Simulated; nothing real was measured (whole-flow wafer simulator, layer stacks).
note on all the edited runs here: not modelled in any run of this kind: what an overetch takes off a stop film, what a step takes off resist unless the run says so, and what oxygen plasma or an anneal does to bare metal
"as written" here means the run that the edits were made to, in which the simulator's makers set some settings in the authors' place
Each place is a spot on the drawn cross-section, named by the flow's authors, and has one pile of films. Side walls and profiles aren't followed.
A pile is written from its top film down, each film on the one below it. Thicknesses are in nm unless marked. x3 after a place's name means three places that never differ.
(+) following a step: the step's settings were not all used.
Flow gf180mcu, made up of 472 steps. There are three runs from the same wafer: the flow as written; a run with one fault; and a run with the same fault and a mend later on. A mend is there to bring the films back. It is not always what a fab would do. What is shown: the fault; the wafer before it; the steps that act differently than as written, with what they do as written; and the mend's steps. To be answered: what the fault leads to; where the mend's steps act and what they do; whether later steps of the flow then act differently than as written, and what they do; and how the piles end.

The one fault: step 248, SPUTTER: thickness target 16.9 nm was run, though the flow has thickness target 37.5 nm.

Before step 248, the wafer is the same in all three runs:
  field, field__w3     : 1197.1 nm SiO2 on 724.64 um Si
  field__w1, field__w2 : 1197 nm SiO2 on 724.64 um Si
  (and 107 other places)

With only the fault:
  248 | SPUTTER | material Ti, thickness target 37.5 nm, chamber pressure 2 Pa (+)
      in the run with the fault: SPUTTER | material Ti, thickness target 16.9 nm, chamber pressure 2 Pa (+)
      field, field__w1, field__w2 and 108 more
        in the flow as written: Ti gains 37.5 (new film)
        in the run with the fault: Ti gains 16.9 (new film)
  Steps further on in the flow that do not act as written:
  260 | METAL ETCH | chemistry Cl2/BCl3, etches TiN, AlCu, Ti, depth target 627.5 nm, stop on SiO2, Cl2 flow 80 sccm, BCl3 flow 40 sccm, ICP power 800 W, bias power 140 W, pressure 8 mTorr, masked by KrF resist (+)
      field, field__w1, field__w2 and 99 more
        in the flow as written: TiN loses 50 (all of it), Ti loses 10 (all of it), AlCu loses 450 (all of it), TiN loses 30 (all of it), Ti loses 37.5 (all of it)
        in the run with the fault: TiN loses 50 (all of it), Ti loses 10 (all of it), AlCu loses 450 (all of it), TiN loses 30 (all of it), Ti loses 16.9 (all of it)
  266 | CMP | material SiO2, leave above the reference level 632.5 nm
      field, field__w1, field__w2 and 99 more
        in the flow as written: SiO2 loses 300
        in the run with the fault: SiO2 loses 320.6
  By the end, the piles at field__w8, contact, m1 and 6 more depart from the flow's by more than 2% or 0.5 nm, whichever is larger.
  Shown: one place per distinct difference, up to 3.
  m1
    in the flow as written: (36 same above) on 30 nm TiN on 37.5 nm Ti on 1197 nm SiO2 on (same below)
    in the run with the fault: (36 same above) on 30 nm TiN on 16.9 nm Ti on 1197 nm SiO2 on (same below)
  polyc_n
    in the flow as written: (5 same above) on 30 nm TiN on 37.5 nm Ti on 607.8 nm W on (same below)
    in the run with the fault: (5 same above) on 30 nm TiN on 16.9 nm Ti on 607.8 nm W on (same below)
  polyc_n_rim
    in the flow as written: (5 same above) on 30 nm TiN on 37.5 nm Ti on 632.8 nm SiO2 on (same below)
    in the run with the fault: (5 same above) on 30 nm TiN on 16.9 nm Ti on 632.8 nm SiO2 on (same below)

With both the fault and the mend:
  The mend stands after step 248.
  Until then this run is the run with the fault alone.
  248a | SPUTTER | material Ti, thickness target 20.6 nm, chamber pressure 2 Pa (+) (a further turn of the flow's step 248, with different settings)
      field, field__w1, field__w2 and 108 more
        Ti gains 20.6
  Later steps of the flow that are run all act as written at every place that is followed.
  The piles end the same as the flow's at every place that both follow.
